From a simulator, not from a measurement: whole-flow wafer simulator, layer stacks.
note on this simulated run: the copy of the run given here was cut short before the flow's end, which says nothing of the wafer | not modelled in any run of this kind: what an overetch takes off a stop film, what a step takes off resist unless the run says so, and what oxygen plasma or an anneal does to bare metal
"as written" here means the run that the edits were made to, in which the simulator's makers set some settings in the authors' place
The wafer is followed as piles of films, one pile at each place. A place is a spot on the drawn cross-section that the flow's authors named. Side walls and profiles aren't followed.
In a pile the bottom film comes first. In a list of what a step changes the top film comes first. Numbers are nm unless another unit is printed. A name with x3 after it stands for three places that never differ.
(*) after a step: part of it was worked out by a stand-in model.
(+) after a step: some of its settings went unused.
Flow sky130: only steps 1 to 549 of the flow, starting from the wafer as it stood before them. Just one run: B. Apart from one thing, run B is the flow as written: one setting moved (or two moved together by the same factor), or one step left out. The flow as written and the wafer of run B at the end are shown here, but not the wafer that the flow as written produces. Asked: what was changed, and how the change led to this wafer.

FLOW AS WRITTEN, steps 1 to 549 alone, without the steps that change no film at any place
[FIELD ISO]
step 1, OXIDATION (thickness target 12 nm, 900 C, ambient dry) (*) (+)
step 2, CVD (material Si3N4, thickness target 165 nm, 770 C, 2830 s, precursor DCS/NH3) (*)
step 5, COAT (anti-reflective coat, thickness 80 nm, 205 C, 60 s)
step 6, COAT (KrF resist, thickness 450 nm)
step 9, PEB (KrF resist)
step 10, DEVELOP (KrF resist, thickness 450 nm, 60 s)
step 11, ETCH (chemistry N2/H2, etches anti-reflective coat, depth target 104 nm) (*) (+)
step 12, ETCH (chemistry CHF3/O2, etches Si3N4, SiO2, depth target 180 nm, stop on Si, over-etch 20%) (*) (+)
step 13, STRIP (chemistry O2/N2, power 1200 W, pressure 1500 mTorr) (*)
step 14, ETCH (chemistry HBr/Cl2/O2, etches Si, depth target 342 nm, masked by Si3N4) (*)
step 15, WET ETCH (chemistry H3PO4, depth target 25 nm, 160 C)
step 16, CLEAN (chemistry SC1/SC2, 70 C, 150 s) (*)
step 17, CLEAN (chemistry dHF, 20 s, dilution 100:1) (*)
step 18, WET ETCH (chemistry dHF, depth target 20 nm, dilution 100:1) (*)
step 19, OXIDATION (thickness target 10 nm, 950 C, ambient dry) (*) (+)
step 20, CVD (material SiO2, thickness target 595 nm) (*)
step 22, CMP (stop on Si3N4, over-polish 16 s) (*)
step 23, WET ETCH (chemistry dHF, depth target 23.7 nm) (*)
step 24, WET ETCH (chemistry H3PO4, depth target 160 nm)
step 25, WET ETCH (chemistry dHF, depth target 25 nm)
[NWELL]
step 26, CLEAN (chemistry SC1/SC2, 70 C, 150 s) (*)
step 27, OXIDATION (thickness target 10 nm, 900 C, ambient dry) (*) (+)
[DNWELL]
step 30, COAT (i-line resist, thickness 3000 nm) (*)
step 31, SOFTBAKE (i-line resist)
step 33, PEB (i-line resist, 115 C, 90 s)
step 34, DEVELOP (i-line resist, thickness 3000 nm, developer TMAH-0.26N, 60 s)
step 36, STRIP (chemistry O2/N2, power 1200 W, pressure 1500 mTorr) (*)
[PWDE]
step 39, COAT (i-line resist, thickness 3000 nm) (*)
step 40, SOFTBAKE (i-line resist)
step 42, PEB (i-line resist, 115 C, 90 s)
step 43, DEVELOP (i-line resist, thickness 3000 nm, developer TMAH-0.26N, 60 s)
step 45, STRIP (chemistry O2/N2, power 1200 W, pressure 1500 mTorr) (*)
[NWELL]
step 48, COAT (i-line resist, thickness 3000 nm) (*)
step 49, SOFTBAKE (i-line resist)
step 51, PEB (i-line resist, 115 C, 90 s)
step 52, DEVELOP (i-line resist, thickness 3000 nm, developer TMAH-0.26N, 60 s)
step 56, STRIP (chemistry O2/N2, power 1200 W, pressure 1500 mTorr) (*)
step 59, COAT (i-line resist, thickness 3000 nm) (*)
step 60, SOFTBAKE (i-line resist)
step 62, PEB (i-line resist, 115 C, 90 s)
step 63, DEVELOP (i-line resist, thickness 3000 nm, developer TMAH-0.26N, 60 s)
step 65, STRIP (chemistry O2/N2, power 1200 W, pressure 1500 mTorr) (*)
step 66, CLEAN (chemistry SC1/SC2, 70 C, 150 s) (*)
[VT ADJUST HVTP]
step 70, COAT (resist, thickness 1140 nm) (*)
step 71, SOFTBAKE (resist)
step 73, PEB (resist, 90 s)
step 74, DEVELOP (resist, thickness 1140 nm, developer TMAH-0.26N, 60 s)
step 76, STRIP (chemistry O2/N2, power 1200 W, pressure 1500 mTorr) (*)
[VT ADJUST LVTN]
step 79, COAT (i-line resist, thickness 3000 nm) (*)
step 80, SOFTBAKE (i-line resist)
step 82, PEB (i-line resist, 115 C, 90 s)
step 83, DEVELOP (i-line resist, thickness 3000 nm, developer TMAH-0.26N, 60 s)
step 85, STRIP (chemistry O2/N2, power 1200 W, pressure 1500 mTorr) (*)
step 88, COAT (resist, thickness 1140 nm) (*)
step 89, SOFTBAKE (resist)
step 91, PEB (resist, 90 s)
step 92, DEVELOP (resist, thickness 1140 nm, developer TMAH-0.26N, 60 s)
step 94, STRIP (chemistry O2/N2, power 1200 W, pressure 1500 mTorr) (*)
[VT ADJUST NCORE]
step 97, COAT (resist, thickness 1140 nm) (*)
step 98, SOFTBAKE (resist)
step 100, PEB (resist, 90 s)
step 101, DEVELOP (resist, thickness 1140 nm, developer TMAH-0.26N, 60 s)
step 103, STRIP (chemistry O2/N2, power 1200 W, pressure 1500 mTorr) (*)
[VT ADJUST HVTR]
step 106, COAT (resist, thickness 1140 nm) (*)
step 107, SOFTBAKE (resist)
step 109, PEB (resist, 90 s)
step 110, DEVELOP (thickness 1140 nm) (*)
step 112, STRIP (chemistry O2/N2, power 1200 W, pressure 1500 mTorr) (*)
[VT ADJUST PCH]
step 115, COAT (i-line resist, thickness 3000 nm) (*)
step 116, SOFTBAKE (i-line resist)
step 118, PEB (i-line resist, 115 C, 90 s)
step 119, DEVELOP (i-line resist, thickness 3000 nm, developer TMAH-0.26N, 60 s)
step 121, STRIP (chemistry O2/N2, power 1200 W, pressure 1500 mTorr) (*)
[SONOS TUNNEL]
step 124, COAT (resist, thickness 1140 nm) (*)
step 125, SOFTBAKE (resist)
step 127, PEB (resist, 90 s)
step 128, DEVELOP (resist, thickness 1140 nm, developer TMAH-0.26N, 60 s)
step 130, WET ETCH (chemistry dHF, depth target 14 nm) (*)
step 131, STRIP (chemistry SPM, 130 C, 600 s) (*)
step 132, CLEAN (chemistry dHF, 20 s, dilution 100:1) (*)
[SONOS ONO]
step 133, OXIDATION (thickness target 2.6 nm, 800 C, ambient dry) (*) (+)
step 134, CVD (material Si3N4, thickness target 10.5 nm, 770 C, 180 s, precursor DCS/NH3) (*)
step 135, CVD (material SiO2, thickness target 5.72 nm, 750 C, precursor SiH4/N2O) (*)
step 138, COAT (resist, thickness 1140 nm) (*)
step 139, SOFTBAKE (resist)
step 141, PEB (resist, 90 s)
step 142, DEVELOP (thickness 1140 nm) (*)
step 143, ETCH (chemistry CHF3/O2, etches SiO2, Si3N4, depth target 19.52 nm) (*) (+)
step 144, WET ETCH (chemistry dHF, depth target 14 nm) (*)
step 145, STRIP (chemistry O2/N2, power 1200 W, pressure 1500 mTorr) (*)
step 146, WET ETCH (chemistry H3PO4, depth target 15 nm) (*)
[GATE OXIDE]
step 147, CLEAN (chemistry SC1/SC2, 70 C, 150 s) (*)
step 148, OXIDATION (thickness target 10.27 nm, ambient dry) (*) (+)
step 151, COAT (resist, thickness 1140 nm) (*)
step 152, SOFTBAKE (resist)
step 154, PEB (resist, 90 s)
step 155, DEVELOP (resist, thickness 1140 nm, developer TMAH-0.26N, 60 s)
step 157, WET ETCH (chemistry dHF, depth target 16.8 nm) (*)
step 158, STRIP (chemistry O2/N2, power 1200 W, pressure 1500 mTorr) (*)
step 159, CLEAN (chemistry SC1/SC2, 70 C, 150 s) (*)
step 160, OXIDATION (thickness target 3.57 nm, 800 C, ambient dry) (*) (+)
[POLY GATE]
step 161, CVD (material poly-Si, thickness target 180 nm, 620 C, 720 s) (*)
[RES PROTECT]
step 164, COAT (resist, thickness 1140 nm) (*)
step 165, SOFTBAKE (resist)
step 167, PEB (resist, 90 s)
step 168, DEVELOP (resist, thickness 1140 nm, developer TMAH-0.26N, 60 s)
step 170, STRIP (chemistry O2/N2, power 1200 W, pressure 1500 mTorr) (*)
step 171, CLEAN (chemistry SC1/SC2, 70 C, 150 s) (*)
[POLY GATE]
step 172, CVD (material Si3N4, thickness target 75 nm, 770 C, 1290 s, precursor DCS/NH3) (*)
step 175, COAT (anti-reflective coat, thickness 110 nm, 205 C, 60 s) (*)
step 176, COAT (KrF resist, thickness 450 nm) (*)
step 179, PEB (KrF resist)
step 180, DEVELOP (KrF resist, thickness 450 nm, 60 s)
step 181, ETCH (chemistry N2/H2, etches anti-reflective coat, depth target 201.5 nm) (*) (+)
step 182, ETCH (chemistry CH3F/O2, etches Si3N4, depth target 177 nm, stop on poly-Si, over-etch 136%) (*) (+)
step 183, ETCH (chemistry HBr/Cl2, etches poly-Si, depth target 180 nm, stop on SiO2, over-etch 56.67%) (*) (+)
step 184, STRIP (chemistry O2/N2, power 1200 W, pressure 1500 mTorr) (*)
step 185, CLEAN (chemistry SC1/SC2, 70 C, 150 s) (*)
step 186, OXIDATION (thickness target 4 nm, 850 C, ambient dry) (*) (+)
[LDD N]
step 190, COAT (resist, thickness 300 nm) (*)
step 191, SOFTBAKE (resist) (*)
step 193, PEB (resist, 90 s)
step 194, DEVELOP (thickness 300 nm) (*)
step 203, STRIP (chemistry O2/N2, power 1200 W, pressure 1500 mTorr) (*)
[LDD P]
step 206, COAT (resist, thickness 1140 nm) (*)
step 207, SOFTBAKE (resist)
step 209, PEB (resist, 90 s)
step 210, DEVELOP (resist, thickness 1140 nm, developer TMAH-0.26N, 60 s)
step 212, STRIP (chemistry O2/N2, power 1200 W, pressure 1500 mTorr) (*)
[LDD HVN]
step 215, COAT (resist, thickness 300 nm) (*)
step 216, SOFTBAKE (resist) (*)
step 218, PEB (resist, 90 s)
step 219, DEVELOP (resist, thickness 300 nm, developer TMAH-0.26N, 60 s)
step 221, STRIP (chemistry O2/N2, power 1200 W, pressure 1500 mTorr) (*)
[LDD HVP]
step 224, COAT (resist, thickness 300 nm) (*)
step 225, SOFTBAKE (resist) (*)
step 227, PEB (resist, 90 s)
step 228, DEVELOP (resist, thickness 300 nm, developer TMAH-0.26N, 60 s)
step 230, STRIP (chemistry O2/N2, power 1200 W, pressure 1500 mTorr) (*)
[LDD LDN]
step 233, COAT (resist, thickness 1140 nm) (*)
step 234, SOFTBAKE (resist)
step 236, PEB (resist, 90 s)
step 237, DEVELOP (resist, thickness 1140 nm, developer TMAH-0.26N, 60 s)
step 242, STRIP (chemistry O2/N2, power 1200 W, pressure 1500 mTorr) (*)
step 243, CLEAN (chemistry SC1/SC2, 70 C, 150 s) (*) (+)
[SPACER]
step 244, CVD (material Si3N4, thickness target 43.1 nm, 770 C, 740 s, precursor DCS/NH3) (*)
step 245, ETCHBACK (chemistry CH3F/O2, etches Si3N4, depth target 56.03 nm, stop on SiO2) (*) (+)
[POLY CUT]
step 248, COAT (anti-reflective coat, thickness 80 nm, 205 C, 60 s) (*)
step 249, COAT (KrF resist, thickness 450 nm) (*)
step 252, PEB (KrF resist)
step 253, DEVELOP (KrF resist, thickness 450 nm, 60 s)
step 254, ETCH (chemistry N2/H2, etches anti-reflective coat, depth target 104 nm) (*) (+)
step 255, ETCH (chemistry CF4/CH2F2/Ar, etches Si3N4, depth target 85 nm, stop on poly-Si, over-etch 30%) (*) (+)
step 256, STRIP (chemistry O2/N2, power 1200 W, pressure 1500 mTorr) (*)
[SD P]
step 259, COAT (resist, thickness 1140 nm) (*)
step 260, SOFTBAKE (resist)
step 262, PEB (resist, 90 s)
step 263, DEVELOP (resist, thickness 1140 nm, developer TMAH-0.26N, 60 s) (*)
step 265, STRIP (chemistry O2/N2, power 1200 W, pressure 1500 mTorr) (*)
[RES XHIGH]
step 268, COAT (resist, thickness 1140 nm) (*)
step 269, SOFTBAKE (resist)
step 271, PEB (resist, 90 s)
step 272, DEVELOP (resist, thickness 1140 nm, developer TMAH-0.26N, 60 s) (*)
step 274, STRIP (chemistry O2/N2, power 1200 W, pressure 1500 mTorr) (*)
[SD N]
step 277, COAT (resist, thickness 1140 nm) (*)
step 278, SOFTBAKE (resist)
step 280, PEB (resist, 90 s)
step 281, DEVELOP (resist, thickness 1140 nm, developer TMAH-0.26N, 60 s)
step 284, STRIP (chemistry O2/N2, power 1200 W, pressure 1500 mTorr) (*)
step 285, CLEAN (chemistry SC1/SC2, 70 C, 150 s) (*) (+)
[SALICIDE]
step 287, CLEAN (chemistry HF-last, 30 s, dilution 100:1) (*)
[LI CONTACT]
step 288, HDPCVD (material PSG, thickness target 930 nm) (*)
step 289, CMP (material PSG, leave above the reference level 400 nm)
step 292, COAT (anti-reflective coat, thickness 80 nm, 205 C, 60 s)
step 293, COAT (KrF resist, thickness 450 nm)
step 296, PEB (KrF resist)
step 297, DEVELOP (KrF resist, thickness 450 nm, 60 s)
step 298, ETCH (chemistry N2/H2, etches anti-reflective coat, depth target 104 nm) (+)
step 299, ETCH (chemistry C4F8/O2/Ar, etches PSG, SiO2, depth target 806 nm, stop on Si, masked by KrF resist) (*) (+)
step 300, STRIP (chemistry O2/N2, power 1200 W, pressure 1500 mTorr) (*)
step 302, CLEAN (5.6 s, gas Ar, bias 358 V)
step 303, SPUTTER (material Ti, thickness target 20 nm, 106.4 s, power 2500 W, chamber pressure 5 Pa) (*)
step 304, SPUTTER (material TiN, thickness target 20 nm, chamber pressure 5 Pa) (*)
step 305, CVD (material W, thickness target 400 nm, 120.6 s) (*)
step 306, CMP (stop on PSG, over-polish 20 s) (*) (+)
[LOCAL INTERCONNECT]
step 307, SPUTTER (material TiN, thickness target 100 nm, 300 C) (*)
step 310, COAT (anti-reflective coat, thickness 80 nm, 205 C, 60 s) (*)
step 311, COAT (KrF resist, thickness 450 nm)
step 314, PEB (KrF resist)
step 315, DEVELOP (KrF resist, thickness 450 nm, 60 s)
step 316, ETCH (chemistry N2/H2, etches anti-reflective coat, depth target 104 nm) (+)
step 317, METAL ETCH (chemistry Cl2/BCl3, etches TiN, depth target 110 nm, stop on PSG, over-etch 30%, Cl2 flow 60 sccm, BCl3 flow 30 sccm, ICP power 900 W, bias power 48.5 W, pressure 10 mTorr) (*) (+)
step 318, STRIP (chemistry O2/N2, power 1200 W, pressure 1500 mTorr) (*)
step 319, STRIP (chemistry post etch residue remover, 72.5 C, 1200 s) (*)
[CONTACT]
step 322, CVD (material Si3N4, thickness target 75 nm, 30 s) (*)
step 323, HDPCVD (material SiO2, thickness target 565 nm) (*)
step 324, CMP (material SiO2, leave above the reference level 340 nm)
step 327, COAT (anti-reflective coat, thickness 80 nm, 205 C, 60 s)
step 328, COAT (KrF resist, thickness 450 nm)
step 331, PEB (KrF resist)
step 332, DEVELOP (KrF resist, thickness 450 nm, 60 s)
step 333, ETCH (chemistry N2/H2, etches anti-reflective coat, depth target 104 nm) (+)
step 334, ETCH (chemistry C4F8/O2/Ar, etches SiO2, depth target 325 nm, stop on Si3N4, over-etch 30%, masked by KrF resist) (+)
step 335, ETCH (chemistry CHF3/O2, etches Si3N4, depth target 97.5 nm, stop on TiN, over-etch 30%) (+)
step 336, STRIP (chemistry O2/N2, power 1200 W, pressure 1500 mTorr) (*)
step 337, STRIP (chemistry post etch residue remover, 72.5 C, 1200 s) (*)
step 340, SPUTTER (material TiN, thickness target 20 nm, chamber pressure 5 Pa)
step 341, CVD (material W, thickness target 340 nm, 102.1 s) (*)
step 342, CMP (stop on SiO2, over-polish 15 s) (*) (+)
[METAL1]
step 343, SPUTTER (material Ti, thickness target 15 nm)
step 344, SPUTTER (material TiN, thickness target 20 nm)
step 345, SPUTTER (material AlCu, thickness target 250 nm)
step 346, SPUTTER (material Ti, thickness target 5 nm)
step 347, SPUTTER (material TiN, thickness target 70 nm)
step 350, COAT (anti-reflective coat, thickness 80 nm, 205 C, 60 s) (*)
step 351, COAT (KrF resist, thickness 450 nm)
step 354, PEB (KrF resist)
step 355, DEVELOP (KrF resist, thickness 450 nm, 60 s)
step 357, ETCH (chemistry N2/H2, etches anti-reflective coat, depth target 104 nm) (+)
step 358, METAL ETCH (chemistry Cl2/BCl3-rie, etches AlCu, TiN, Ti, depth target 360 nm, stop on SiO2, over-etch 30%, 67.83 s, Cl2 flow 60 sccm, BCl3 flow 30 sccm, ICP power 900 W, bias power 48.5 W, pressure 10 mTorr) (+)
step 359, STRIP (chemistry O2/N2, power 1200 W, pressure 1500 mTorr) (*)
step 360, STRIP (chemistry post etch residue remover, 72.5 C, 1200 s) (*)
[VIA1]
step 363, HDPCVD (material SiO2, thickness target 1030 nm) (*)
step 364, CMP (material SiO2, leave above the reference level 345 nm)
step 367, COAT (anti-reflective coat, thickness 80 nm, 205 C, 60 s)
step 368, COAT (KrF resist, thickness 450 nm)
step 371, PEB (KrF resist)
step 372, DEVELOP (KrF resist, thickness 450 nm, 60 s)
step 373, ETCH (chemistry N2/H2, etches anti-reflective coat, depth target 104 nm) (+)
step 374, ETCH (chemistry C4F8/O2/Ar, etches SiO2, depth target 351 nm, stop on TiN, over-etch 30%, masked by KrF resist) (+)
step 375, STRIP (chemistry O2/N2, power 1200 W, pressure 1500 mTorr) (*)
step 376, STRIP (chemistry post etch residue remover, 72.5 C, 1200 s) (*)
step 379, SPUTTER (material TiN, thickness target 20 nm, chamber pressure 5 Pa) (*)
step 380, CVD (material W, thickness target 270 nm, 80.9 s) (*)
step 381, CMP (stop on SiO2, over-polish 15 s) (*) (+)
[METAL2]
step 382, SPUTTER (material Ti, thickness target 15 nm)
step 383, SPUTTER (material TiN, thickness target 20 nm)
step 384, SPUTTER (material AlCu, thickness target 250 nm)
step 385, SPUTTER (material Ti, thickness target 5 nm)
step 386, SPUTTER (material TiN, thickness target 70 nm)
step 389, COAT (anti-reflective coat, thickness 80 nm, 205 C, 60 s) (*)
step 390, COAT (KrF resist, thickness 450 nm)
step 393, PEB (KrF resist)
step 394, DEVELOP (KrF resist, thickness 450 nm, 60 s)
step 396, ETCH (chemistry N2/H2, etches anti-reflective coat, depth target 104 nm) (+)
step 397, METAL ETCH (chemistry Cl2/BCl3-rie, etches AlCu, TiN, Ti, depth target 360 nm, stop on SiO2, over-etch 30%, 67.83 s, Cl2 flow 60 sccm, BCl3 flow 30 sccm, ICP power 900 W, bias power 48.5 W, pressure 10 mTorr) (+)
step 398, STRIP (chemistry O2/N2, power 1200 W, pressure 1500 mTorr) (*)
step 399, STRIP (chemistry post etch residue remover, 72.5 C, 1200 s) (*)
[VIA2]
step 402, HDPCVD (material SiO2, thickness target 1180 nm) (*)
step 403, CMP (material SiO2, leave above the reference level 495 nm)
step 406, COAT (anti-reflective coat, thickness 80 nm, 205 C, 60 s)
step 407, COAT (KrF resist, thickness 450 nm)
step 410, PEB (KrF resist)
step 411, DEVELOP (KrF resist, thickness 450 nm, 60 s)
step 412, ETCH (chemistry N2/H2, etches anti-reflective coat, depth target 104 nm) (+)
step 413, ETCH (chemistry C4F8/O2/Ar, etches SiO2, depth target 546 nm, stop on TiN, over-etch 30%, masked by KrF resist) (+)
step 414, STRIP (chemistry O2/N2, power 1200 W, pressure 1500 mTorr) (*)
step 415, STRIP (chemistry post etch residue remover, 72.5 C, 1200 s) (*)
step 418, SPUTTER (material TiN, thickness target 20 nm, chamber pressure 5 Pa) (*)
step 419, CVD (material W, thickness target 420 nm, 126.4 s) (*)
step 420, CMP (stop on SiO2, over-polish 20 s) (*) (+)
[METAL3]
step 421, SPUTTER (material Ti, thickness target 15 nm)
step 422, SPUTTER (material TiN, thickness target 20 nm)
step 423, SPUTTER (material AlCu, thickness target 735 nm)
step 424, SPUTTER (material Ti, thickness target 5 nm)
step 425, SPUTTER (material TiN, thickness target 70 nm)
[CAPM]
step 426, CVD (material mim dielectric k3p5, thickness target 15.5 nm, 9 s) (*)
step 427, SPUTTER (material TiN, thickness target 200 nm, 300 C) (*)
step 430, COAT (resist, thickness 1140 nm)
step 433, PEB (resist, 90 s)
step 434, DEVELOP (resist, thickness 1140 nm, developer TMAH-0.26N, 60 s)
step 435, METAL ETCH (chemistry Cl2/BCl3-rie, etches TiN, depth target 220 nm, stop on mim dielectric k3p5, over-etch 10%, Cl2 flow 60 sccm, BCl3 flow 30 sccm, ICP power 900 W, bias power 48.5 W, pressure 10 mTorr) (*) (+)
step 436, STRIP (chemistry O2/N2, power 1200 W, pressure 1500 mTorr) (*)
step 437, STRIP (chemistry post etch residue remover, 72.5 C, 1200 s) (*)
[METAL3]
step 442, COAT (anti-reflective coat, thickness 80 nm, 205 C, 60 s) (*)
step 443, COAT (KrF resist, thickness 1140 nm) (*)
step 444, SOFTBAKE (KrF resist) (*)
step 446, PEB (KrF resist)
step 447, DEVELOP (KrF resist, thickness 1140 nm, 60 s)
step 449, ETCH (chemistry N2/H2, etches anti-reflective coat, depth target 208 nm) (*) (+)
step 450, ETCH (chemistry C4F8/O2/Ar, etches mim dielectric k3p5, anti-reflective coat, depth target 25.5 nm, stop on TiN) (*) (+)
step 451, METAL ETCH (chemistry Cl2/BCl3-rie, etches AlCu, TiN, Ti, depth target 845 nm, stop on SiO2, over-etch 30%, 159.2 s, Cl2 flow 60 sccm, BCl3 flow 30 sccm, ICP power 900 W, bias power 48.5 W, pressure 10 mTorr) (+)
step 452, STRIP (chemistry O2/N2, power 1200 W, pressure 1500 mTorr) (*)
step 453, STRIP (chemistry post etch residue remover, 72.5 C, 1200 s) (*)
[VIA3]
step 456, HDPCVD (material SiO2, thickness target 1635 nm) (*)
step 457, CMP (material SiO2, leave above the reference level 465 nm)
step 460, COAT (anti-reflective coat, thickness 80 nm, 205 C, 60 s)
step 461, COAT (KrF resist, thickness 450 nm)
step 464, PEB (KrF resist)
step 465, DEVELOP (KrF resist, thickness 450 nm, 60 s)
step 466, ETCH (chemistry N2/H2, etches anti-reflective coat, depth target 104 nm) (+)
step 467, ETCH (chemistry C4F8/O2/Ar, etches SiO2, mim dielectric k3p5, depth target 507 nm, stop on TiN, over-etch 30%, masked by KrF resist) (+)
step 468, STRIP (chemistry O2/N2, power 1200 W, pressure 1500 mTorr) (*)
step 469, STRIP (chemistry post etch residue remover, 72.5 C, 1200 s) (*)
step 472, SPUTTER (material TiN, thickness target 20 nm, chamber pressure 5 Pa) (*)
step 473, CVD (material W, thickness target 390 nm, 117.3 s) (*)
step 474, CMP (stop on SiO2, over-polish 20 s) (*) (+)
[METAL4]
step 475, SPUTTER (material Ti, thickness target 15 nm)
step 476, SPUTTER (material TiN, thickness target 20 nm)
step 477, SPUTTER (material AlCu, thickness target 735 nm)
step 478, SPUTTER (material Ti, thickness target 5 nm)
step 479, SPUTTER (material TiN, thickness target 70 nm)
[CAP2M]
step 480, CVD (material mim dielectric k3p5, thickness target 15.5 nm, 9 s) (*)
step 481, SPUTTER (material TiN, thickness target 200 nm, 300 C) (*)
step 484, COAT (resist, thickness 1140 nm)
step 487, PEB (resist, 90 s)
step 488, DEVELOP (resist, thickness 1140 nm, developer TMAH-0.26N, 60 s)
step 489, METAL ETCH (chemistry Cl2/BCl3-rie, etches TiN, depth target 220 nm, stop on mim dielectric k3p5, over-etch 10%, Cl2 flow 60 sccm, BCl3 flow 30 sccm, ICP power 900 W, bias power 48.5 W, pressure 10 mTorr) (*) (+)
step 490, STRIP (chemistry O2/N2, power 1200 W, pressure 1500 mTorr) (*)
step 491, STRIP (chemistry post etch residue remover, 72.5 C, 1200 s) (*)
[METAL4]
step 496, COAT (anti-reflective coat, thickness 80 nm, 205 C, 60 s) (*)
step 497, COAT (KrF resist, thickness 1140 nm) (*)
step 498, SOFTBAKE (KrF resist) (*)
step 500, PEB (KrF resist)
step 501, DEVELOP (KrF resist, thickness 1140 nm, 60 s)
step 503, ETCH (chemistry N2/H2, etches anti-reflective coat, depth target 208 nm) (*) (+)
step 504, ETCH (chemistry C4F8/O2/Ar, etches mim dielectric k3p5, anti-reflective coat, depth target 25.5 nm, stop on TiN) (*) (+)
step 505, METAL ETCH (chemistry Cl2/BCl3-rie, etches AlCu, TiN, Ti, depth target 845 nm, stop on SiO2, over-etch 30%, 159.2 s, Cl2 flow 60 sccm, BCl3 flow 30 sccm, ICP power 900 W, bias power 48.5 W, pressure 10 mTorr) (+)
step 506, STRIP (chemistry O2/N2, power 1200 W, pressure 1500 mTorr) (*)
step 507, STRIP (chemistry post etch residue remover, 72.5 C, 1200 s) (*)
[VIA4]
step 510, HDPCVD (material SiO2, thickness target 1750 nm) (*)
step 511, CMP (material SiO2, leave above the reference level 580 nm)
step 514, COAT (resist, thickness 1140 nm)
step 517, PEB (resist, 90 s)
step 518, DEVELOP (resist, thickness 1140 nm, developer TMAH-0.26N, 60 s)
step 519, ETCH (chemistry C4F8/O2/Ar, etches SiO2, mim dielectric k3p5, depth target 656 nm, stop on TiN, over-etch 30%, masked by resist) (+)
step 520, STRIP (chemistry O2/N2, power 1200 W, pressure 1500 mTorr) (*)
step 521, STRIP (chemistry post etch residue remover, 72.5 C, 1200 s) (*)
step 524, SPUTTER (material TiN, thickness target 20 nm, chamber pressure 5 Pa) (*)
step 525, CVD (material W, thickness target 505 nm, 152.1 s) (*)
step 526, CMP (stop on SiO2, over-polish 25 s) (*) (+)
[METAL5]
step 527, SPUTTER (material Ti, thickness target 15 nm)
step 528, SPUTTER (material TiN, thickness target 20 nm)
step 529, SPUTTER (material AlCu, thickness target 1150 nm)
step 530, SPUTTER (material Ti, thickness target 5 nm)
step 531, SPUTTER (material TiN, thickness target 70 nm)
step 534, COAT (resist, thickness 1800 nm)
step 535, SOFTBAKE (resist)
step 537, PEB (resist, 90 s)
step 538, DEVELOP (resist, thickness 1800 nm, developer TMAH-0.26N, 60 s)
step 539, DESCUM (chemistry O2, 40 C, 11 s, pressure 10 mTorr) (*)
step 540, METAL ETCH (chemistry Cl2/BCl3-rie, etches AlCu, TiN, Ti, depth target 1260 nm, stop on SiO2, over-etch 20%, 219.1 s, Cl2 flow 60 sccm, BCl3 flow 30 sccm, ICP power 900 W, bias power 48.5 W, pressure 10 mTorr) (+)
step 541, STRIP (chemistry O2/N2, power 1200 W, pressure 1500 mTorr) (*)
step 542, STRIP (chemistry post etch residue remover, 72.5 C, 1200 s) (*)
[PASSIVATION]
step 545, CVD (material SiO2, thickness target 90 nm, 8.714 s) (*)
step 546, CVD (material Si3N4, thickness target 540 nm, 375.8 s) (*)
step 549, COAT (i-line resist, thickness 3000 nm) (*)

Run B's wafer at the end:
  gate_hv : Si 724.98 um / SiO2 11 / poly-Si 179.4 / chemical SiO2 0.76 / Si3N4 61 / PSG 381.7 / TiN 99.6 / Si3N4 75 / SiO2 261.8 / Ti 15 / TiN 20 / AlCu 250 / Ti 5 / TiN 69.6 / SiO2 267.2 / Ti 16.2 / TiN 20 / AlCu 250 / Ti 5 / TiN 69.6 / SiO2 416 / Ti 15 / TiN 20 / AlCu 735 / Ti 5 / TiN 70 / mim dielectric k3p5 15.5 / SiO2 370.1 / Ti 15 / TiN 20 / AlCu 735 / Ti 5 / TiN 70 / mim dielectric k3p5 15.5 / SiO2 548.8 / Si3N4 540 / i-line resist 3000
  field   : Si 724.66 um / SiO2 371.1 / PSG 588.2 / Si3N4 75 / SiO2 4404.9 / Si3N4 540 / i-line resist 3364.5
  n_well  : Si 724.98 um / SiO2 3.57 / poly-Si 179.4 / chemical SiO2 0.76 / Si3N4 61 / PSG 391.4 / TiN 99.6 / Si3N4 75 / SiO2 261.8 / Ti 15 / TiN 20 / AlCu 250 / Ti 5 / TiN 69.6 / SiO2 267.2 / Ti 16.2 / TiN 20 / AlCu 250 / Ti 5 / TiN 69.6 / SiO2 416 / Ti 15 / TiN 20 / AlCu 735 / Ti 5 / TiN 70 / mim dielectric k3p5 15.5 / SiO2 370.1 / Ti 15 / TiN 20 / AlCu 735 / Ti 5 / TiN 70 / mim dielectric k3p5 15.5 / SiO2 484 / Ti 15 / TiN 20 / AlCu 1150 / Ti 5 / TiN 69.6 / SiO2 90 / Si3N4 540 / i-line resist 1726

Cause: step 382, SPUTTER: thickness target 16.2 nm was run, whereas the flow has thickness target 15 nm.
The wafer itself shows it: gate_hv has Ti 16.2, and step 382 as written asks for 15 nm.

The path from the change to this, step by step:
  step 382, SPUTTER (material Ti, thickness target 15 nm)
      field, active, n_well and 188 more: Ti gains 16.2 (new film) (as written it would have been: Ti gains 15 (new film))
  step 397, METAL ETCH (chemistry Cl2/BCl3-rie, etches AlCu, TiN, Ti, depth target 360 nm, stop on SiO2, over-etch 30%, 67.83 s, Cl2 flow 60 sccm, BCl3 flow 30 sccm, ICP power 900 W, bias power 48.5 W, pressure 10 mTorr) (+)
      field, active, gate and 82 more: TiN loses 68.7 (all of it), Ti loses 5 (all of it), AlCu loses 250 (all of it), TiN loses 20 (all of it), Ti loses 16.2 (all of it), SiO2 loses 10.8 (as written it would have been: TiN loses 68.7 (all of it), Ti loses 5 (all of it), AlCu loses 250 (all of it), TiN loses 20 (all of it), Ti loses 15 (all of it), SiO2 loses 10.9)
